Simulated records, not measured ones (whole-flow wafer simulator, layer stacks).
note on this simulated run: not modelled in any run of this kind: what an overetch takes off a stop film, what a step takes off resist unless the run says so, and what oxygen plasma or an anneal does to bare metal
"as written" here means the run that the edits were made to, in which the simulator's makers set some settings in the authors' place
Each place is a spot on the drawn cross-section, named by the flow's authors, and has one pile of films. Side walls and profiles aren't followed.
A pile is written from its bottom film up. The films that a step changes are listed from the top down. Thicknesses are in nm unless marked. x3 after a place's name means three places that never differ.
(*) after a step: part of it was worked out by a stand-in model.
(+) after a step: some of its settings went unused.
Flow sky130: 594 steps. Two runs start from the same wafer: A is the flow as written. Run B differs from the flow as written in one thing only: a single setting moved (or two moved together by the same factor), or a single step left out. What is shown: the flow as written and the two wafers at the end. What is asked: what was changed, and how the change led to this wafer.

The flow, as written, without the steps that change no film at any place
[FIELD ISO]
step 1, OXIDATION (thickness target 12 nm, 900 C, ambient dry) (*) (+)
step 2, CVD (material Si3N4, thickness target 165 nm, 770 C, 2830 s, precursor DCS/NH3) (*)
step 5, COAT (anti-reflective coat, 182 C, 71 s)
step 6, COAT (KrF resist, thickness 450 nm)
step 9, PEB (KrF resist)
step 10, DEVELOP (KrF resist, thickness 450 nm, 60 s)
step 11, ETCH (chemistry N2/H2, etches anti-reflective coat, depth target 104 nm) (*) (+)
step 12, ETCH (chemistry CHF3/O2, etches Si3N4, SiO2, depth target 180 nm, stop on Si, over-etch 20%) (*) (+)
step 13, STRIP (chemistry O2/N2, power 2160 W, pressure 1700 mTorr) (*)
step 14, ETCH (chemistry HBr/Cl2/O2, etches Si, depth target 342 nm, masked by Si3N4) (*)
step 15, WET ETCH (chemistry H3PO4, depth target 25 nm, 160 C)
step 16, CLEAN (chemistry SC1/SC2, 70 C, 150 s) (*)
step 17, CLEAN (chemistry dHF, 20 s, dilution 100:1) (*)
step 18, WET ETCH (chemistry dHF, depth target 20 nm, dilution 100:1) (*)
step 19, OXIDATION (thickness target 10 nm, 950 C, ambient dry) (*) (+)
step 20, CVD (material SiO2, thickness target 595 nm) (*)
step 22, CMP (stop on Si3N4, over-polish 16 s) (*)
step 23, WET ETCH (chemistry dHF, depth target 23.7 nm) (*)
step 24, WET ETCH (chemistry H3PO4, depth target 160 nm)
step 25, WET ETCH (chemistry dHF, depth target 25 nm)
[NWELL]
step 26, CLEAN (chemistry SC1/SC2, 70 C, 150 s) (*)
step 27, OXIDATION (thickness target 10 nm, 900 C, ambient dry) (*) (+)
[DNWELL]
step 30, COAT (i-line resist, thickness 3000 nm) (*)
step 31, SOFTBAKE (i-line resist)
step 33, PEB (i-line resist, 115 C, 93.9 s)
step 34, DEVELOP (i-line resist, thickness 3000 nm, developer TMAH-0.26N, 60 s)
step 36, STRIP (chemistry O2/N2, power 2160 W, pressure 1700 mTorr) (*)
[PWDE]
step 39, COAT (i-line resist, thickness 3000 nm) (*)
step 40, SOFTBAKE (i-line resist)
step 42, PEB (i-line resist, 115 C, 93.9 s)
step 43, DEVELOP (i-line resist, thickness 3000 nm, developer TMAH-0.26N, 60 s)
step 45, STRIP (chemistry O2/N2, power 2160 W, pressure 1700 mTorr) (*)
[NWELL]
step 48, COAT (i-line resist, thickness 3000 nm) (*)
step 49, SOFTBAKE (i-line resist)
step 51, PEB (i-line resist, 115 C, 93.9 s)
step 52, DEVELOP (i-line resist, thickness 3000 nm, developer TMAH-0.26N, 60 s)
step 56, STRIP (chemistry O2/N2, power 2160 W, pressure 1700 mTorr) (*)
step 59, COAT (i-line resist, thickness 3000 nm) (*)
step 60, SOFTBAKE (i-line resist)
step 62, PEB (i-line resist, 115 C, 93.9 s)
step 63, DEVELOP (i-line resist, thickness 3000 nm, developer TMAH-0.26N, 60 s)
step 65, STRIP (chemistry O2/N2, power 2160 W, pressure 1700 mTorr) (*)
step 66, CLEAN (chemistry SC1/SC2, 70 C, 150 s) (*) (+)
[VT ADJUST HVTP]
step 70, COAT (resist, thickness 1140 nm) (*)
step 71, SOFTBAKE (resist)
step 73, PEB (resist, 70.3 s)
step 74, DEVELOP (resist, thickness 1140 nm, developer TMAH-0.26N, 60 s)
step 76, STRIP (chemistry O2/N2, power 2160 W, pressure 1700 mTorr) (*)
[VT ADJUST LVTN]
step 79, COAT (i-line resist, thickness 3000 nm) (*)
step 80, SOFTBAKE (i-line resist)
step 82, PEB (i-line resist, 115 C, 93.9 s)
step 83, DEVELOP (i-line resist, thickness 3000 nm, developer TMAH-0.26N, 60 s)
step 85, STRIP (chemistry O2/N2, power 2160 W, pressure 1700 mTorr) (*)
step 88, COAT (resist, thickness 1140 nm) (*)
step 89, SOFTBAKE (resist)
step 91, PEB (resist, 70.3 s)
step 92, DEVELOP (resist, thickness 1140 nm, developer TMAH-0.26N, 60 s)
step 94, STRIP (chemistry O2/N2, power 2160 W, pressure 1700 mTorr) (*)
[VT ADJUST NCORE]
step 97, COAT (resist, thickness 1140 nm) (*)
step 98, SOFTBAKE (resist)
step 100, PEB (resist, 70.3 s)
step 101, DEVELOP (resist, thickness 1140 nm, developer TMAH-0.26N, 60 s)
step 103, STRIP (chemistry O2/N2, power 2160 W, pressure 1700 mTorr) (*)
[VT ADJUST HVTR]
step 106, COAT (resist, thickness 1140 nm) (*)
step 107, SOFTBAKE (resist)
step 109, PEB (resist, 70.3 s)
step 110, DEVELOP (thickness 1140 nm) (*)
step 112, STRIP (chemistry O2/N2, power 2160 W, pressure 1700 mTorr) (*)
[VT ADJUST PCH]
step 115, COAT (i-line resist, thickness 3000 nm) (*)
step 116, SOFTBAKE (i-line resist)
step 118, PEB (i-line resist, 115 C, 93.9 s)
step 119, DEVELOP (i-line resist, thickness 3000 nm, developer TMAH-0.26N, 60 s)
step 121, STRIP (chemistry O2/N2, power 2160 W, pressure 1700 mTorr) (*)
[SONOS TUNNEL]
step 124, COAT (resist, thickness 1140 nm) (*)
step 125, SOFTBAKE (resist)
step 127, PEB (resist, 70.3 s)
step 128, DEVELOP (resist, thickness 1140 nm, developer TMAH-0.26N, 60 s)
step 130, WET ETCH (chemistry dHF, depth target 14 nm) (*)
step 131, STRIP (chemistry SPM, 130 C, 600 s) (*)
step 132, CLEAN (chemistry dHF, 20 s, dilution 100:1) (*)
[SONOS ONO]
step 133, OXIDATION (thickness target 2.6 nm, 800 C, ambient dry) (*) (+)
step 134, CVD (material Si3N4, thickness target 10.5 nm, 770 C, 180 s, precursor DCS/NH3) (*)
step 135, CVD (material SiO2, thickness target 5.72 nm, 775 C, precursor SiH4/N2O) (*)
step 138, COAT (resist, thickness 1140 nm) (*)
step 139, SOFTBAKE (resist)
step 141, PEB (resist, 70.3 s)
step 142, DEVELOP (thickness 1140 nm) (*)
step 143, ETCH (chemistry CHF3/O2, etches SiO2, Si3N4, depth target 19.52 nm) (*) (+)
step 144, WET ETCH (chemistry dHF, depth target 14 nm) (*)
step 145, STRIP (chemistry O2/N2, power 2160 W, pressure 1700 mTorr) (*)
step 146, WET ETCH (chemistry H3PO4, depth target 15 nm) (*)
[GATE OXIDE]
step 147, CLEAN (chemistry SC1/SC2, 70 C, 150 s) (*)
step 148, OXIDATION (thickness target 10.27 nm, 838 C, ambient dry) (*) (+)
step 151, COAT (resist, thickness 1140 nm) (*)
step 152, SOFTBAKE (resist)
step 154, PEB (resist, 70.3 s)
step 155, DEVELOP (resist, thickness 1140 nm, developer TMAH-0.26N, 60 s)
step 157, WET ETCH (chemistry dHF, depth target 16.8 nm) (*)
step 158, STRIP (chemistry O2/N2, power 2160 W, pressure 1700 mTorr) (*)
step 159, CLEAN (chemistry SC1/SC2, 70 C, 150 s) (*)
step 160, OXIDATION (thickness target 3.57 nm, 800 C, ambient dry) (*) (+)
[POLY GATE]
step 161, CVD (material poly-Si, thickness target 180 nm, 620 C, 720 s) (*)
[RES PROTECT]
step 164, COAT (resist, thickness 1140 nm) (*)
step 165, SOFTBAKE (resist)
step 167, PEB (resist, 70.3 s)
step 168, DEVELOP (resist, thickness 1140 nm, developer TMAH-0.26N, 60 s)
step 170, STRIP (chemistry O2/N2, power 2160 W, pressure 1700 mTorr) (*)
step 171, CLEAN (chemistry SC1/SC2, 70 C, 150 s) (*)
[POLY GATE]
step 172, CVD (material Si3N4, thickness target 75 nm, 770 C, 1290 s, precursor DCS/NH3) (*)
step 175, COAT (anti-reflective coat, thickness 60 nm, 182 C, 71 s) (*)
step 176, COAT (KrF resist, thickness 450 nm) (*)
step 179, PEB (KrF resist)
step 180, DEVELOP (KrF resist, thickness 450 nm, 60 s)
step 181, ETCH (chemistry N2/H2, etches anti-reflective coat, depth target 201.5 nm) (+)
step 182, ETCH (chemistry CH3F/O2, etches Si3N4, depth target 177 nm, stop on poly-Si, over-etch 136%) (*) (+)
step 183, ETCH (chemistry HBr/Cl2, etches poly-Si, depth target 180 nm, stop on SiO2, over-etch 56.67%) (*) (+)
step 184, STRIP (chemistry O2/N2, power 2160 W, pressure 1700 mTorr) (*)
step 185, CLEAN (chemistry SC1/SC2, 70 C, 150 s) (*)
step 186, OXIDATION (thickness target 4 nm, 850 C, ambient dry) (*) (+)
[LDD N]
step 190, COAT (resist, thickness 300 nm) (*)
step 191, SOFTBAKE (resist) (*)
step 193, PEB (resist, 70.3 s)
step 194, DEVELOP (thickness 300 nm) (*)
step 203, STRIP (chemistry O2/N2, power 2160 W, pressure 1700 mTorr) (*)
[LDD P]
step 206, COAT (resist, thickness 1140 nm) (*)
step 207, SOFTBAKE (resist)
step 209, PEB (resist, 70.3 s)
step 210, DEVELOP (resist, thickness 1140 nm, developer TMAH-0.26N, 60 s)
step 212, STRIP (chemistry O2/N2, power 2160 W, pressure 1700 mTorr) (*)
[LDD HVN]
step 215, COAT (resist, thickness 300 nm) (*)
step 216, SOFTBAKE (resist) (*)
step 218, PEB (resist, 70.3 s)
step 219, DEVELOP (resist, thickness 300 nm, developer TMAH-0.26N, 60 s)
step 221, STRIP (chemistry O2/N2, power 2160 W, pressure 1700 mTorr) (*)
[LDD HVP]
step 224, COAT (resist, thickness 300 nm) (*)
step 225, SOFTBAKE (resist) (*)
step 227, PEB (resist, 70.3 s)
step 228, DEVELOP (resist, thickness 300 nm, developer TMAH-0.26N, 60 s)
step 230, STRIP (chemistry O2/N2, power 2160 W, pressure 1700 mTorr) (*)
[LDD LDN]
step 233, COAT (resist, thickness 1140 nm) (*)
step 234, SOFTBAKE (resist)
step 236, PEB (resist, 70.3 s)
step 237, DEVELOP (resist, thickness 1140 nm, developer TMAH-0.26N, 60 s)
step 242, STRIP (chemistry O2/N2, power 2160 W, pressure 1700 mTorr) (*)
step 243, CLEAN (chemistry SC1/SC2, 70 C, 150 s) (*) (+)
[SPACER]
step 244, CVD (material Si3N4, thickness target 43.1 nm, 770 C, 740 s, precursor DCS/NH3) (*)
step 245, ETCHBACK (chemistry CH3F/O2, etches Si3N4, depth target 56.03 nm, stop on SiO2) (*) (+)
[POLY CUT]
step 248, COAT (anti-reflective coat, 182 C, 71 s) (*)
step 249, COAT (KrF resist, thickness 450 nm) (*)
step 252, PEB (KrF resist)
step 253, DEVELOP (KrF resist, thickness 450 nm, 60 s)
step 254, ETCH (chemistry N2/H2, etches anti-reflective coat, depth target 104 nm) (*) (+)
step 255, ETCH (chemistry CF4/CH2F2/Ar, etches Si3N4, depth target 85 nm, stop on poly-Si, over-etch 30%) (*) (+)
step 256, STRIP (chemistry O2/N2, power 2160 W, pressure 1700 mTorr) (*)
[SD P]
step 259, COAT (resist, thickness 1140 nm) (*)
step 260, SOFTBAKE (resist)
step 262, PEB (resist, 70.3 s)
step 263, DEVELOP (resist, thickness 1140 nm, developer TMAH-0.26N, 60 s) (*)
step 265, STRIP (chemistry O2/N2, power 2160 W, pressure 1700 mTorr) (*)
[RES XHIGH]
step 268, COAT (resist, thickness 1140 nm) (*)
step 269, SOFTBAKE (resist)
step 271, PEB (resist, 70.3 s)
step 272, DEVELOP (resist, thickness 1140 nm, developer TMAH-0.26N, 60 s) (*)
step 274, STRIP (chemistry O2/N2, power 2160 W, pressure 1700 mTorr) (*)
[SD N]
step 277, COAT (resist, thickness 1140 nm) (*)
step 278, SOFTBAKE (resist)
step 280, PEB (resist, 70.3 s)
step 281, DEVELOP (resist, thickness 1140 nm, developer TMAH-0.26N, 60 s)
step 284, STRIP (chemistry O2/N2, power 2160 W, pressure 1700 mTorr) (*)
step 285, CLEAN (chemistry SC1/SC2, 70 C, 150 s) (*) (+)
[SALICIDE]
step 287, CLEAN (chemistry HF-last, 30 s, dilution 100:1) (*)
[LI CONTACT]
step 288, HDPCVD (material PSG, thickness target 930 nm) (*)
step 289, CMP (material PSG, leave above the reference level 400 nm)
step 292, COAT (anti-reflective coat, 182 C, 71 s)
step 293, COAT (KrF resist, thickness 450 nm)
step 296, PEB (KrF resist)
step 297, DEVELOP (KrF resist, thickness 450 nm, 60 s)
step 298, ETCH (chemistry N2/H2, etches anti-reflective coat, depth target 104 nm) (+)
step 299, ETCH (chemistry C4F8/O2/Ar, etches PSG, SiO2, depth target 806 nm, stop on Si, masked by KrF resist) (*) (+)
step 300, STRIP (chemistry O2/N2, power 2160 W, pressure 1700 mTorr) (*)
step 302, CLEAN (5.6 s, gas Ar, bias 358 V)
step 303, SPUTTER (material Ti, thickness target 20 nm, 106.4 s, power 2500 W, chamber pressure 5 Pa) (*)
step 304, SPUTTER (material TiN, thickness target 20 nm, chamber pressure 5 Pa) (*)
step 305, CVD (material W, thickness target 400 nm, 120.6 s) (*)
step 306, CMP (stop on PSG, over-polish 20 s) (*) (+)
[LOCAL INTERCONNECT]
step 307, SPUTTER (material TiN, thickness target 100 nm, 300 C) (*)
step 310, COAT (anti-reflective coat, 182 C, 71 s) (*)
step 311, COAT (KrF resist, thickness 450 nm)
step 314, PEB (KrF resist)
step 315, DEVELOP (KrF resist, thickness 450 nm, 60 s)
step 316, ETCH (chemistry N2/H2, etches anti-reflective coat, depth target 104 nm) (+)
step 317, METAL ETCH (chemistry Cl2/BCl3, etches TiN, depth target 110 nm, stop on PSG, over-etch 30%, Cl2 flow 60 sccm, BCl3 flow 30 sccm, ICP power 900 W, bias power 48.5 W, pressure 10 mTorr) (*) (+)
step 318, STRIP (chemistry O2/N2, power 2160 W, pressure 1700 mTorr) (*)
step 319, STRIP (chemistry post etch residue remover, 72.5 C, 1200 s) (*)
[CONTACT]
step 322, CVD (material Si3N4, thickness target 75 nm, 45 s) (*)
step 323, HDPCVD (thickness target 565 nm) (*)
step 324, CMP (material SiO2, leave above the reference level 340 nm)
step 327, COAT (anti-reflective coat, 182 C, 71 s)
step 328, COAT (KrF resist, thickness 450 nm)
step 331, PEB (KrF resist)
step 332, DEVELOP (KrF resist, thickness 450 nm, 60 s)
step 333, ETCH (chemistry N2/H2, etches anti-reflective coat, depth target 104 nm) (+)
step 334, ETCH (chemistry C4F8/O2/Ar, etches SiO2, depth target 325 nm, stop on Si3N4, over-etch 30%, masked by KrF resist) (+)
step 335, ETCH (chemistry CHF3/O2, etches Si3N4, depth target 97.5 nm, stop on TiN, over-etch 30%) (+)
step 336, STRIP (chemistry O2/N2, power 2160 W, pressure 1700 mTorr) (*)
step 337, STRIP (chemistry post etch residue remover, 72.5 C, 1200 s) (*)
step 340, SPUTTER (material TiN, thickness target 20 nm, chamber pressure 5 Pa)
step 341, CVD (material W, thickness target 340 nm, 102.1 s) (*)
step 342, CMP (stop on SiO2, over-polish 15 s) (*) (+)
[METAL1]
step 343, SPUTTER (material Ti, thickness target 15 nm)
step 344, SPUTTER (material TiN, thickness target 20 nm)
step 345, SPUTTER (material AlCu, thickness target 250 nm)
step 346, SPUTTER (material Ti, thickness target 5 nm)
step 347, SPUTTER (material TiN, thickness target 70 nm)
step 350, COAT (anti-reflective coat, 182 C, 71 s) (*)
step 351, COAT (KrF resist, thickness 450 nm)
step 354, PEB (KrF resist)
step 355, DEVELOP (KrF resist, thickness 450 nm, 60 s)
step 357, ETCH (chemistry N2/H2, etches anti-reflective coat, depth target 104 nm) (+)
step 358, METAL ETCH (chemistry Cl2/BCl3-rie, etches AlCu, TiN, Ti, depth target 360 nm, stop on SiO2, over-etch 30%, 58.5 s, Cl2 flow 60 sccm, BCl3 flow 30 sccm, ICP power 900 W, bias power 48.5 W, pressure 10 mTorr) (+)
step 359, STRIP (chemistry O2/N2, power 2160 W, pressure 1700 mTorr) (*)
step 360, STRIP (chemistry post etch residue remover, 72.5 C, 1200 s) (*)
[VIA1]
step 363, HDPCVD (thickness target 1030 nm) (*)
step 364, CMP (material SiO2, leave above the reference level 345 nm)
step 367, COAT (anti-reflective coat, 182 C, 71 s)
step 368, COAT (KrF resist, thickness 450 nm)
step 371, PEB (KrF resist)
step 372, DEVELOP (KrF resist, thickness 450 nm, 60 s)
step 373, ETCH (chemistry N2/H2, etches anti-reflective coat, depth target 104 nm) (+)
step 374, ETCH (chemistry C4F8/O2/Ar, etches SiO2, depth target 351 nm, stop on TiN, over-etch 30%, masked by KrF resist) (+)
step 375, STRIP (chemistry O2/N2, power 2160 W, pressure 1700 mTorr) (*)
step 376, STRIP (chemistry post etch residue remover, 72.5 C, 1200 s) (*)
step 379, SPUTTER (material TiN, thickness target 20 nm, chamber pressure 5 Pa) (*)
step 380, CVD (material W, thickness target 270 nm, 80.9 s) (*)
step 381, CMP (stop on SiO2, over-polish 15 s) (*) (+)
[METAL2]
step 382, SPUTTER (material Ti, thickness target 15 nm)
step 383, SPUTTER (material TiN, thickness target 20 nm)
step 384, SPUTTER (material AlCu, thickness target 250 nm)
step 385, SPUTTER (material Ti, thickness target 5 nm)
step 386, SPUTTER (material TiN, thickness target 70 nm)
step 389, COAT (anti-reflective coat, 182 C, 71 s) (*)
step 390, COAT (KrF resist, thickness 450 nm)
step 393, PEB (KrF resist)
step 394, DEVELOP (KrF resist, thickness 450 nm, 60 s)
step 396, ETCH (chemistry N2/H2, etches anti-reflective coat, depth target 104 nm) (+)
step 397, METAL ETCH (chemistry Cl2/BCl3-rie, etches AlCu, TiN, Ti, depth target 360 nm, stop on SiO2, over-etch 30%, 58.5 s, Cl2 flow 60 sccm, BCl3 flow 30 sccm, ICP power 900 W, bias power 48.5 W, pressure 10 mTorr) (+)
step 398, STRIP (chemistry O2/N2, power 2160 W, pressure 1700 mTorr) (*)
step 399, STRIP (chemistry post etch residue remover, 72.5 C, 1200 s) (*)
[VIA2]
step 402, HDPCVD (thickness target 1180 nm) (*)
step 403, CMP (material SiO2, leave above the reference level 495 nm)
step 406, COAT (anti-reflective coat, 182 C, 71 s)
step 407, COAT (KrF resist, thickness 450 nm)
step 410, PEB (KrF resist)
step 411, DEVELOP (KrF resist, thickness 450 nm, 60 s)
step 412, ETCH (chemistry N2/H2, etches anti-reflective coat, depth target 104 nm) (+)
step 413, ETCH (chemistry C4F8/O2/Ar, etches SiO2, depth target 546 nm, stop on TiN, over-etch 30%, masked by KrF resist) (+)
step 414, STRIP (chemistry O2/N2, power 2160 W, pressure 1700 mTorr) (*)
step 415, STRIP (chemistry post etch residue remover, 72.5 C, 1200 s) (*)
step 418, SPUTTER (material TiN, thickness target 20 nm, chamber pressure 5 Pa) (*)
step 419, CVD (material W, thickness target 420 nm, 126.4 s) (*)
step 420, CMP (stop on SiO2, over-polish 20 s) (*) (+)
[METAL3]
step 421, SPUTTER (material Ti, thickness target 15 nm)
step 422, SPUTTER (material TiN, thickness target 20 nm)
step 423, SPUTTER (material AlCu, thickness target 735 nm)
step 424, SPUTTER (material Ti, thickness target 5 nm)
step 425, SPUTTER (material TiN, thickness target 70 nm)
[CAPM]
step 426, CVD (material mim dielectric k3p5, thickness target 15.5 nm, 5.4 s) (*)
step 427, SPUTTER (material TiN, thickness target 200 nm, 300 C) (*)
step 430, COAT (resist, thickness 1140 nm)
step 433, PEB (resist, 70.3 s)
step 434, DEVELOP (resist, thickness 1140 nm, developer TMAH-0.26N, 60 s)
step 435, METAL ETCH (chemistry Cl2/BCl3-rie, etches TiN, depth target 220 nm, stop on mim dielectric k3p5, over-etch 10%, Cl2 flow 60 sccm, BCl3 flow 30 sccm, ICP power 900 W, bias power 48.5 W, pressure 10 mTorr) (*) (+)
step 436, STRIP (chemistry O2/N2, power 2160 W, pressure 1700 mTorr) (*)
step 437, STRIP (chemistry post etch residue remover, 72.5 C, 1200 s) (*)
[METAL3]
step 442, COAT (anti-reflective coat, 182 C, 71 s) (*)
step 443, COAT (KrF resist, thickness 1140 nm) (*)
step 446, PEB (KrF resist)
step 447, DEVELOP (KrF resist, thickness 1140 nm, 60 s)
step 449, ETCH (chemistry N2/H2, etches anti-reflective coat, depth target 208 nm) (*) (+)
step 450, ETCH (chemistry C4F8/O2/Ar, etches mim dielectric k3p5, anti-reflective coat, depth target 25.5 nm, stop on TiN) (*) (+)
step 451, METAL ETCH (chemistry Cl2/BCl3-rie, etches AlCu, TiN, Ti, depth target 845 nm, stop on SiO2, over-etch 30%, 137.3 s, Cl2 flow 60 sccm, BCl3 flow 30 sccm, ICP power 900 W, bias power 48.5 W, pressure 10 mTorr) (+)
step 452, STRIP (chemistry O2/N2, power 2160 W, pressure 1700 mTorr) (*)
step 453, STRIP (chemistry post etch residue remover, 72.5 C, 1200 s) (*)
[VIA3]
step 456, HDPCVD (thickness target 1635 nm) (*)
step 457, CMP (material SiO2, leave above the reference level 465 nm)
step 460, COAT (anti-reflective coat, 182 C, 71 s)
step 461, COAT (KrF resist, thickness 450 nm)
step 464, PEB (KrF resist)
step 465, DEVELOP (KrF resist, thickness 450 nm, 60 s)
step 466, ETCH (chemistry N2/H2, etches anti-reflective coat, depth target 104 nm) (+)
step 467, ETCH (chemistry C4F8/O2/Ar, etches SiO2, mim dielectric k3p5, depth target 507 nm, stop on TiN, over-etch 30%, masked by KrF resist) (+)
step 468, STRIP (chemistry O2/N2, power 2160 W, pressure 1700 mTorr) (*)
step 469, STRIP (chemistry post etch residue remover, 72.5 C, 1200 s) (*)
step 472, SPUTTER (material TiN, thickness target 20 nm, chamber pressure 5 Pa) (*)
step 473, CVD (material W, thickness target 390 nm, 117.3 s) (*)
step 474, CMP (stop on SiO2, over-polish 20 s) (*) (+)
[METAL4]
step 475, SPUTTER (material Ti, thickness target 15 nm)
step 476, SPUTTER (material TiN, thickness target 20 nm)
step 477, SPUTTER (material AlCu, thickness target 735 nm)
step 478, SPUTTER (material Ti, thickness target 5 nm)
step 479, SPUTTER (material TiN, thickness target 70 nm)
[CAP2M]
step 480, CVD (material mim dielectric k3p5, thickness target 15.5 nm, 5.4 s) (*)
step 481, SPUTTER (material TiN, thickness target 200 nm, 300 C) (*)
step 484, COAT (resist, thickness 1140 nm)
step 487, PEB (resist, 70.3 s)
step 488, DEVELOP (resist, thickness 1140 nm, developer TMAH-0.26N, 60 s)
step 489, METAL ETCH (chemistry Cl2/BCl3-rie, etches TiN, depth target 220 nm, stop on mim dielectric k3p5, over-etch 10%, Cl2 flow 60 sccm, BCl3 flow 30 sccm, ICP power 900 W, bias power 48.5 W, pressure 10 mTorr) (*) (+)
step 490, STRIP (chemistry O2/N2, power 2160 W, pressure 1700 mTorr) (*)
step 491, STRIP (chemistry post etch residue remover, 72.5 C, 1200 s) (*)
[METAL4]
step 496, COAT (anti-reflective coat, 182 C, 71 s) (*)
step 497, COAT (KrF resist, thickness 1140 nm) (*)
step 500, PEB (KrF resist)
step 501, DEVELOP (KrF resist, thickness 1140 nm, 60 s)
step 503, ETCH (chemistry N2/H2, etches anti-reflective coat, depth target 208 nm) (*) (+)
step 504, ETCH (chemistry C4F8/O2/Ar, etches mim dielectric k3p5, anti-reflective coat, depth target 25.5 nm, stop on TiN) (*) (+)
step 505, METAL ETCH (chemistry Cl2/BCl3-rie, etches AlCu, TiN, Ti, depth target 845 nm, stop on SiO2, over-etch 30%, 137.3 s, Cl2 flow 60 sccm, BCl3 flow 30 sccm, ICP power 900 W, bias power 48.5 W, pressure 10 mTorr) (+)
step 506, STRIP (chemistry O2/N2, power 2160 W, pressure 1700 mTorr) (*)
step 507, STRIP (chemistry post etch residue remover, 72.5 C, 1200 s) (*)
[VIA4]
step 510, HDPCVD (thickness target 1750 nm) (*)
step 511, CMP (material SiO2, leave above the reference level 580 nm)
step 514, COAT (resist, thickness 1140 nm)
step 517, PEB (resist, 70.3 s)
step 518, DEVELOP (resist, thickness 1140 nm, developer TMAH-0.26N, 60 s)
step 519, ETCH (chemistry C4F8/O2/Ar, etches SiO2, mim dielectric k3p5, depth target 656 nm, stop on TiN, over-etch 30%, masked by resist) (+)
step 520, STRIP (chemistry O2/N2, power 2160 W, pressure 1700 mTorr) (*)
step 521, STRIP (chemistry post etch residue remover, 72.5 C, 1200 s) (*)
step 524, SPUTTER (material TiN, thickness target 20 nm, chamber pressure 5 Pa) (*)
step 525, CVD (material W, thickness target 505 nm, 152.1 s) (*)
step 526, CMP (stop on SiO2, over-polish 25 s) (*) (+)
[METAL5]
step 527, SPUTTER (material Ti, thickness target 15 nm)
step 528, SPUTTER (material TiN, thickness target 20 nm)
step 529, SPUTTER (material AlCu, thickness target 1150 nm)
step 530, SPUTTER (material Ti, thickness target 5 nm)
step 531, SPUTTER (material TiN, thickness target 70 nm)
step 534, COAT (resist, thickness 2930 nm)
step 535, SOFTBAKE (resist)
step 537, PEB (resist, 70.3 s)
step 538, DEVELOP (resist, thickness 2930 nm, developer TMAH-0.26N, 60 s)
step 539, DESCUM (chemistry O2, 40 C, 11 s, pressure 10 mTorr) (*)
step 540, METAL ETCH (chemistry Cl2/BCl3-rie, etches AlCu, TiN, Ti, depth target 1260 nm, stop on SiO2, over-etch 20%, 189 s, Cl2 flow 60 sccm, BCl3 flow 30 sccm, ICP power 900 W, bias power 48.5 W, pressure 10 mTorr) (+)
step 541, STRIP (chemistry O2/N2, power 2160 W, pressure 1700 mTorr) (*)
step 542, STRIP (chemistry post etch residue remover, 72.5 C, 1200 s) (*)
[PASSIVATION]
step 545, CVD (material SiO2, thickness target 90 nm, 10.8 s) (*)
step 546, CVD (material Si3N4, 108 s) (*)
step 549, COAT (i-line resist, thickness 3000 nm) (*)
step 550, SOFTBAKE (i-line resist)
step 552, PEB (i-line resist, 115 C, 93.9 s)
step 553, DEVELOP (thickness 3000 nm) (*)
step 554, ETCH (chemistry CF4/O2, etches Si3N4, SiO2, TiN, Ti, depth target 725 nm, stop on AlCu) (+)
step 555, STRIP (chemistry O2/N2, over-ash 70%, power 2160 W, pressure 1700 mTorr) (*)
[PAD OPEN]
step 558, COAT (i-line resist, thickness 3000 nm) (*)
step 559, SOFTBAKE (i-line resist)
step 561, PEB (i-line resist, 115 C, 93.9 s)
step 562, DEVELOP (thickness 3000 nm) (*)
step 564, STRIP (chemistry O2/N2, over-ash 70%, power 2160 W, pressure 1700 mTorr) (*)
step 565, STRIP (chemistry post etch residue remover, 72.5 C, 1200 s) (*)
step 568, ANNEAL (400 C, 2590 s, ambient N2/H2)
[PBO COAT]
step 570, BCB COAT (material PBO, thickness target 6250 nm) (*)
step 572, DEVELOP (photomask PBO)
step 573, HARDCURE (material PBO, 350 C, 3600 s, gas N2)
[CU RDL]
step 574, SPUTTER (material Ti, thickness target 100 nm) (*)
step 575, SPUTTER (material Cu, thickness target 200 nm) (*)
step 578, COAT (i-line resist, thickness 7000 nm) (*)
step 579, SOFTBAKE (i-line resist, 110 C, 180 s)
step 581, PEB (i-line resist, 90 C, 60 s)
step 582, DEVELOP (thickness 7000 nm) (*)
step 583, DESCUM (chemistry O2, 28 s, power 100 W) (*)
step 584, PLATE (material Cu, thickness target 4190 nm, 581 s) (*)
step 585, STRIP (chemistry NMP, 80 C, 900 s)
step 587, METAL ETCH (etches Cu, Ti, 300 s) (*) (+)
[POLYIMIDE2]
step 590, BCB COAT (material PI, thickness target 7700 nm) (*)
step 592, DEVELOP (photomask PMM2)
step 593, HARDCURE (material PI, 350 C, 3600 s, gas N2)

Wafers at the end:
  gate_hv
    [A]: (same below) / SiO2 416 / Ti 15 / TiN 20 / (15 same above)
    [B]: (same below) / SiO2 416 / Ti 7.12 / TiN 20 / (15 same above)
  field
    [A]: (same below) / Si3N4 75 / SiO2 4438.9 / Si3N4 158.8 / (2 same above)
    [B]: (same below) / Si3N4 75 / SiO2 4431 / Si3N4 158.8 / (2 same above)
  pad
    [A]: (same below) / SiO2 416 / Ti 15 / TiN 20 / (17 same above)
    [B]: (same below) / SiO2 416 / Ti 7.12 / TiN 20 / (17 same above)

The reason: step 421, SPUTTER: thickness target 7.12 nm was run, though the flow has thickness target 15 nm.
The wafer itself shows it: gate_hv has Ti 7.12, and step 421 as written asks for 15 nm.

The path from the change to this, step by step:
  step 421, SPUTTER (material Ti, thickness target 15 nm)
      field, active, n_well and 188 more: A Ti gains 15 (new film) | B Ti gains 7.12 (new film)
  step 451, METAL ETCH (chemistry Cl2/BCl3-rie, etches AlCu, TiN, Ti, depth target 845 nm, stop on SiO2, over-etch 30%, 137.3 s, Cl2 flow 60 sccm, BCl3 flow 30 sccm, ICP power 900 W, bias power 48.5 W, pressure 10 mTorr) (+)
      field, gate, spacer and 68 more: A TiN loses 70 (all of it), Ti loses 5 (all of it), AlCu loses 735 (all of it), TiN loses 20 (all of it), Ti loses 15 (all of it), SiO2 loses 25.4 | B TiN loses 70 (all of it), Ti loses 5 (all of it), AlCu loses 735 (all of it), TiN loses 20 (all of it), Ti loses 7.12 (all of it), SiO2 loses 26.1
      active, vpp_ln, vpp_iso2 and 11 more: A TiN loses 70 (all of it), Ti loses 5 (all of it), AlCu loses 735 (all of it), TiN loses 20 (all of it), Ti loses 15 (all of it), SiO2 loses 25.3 | B TiN loses 70 (all of it), Ti loses 5 (all of it), AlCu loses 735 (all of it), TiN loses 20 (all of it), Ti loses 7.12 (all of it), SiO2 loses 26.1
